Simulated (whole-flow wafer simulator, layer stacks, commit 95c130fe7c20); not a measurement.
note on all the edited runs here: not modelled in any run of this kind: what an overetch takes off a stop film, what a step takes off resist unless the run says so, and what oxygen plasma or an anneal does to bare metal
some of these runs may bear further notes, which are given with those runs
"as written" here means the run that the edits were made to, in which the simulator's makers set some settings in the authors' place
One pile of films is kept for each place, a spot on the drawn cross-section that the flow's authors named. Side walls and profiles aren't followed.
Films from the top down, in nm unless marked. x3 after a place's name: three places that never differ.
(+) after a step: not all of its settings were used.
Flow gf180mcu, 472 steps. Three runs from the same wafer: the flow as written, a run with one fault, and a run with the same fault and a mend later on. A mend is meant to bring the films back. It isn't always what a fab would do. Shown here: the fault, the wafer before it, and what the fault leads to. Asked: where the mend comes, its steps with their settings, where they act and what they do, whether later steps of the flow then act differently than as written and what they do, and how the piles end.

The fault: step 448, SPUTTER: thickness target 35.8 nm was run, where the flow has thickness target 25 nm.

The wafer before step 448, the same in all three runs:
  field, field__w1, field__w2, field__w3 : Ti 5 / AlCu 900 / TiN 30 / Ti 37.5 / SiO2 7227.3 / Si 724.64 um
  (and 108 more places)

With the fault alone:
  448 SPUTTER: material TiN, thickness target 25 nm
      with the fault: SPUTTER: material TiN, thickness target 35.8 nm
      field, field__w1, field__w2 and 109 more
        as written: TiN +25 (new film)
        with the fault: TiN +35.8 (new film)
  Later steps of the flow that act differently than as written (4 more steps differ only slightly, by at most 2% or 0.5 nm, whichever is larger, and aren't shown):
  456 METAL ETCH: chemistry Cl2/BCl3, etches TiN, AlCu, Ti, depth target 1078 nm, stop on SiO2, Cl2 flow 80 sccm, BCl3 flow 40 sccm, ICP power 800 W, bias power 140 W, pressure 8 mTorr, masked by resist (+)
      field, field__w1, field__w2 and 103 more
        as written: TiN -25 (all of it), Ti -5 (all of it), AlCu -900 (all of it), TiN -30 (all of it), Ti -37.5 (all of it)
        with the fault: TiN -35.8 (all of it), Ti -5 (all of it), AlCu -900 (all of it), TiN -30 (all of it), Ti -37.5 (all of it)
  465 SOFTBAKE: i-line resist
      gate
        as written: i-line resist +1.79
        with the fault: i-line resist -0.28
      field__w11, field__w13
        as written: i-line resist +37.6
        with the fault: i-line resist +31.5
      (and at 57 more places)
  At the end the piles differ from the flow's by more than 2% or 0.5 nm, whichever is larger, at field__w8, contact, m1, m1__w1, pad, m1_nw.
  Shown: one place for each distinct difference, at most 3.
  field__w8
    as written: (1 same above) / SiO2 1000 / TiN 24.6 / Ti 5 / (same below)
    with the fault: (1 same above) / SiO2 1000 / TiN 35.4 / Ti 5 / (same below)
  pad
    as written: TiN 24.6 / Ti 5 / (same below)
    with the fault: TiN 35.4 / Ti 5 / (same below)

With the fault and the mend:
  The mend comes after step 448.
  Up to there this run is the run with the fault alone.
  448a METAL ETCH: chemistry Cl2/BCl3, etches TiN, AlCu, Ti, depth target 10.8 nm, Cl2 flow 80 sccm, BCl3 flow 40 sccm, ICP power 800 W, bias power 140 W, pressure 8 mTorr (the flow's step 260 once more, with other settings)
      field, field__w1, field__w2 and 109 more
        TiN -10.8
  No later step of the flow acts differently than as written at any place that is followed.
  At the end the piles are the same as the flow's at every place that both follow.
